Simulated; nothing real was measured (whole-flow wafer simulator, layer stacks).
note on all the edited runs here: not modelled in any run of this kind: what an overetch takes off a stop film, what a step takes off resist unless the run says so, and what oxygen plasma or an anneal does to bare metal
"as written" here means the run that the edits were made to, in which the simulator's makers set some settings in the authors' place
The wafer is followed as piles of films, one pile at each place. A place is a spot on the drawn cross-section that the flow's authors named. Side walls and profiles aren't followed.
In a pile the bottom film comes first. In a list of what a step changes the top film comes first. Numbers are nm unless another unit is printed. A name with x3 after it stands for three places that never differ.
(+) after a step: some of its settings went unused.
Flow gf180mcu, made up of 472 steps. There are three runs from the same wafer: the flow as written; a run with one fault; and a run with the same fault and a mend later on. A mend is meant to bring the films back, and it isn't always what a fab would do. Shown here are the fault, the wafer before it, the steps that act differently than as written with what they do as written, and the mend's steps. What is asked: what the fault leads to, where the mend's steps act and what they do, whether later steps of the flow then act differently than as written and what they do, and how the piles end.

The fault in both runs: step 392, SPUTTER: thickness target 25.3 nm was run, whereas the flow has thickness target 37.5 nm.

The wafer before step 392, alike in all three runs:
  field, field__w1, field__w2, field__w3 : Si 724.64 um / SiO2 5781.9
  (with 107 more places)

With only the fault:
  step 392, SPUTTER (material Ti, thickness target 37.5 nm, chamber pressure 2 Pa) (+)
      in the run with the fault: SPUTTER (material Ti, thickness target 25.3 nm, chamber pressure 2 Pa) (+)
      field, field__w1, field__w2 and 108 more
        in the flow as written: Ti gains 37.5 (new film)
        in the run with the fault: Ti gains 25.3 (new film)
  Later steps of the flow acting differently than as written (not shown: 1 more step that differs only slightly, by at most 2% or 0.5 nm, whichever is larger):
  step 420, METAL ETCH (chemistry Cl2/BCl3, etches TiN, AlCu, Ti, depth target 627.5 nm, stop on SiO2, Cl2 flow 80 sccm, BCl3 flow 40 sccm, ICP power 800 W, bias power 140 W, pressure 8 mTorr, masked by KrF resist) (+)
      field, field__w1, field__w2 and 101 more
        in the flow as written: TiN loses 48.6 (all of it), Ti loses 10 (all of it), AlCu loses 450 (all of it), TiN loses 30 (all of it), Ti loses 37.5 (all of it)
        in the run with the fault: TiN loses 48.6 (all of it), Ti loses 10 (all of it), AlCu loses 450 (all of it), TiN loses 30 (all of it), Ti loses 25.3 (all of it)
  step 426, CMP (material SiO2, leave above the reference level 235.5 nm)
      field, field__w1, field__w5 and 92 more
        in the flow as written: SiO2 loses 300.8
        in the run with the fault: SiO2 loses 313
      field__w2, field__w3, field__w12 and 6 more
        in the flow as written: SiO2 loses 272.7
        in the run with the fault: SiO2 loses 285.4
  At field__w4, field__w8, contact, m1, m1__w1, mim, mim_1p0, m1_nw, the piles at the end differ from the flow's by more than 2% or 0.5 nm, whichever is larger.
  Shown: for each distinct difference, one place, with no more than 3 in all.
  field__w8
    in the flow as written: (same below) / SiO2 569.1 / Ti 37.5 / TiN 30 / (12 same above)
    in the run with the fault: (same below) / SiO2 569.1 / Ti 25.3 / TiN 30 / (12 same above)
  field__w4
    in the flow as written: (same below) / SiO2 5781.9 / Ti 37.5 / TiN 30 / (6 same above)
    in the run with the fault: (same below) / SiO2 5781.9 / Ti 25.3 / TiN 30 / (6 same above)
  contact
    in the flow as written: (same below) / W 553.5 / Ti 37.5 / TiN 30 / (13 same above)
    in the run with the fault: (same below) / W 553.5 / Ti 25.3 / TiN 30 / (13 same above)

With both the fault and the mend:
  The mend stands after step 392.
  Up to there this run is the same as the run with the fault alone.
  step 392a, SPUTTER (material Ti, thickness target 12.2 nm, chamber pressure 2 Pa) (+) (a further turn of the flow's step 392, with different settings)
      field, field__w1, field__w2 and 108 more
        Ti gains 12.2
  None of the later steps of the flow acts differently than as written at any place that is followed.
  By the end, the piles equal the flow's at every place that both follow.
